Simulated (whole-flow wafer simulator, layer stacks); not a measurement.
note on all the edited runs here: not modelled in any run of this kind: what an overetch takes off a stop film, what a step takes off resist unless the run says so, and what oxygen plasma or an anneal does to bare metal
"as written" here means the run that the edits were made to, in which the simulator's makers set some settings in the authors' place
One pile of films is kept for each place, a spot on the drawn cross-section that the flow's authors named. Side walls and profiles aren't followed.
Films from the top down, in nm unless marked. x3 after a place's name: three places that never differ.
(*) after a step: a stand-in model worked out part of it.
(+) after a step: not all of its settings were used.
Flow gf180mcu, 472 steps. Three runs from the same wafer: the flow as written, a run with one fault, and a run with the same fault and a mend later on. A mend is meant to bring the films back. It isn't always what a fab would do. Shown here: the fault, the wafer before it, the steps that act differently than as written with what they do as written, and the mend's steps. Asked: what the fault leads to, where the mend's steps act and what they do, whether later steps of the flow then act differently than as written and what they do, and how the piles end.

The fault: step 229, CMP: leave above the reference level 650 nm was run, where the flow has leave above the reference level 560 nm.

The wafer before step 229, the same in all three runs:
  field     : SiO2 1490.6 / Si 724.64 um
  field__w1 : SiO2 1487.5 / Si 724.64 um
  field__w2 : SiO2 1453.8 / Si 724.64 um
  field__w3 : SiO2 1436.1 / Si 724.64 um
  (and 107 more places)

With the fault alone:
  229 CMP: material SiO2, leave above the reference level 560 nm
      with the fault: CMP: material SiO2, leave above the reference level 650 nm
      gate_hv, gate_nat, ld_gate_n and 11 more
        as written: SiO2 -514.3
        with the fault: SiO2 -424.3
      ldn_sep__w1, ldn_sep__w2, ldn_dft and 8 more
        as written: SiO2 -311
        with the fault: SiO2 -221
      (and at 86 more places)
  Later steps of the flow that act differently than as written (2 more steps differ only slightly, by at most 2% or 0.5 nm, whichever is larger, and aren't shown):
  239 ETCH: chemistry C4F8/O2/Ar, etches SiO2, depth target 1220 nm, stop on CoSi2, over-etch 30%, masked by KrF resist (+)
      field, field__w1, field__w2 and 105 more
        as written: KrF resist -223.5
        with the fault: KrF resist -244
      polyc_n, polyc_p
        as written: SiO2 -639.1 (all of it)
        with the fault: SiO2 -729.1 (all of it)
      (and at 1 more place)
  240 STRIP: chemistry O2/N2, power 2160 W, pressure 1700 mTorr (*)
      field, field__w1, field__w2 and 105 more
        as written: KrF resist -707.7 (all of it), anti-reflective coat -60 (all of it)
        with the fault: KrF resist -687.2 (all of it), anti-reflective coat -60 (all of it)
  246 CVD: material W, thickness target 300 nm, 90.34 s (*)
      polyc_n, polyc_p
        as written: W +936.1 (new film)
        with the fault: W +1026.1 (new film)
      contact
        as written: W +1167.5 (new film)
        with the fault: W +1258.2 (new film)
  At the end the piles differ from the flow's by more than 2% or 0.5 nm, whichever is larger, at field__w8, contact, m1 and 6 more.
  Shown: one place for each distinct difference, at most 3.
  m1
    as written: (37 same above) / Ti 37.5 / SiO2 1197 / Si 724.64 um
    with the fault: (37 same above) / Ti 37.5 / SiO2 1287 / Si 724.64 um
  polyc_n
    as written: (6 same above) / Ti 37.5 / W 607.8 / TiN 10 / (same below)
    with the fault: (6 same above) / Ti 37.5 / W 697.8 / TiN 10 / (same below)
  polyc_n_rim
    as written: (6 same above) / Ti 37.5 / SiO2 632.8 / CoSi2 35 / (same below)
    with the fault: (6 same above) / Ti 37.5 / SiO2 722.8 / CoSi2 35 / (same below)

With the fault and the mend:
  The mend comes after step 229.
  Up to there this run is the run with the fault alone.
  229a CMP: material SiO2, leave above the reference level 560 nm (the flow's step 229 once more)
      field, field__w1, field__w2 and 108 more
        SiO2 -90
  No later step of the flow acts differently than as written at any place that is followed.
  At the end the piles are the same as the flow's at every place that both follow.
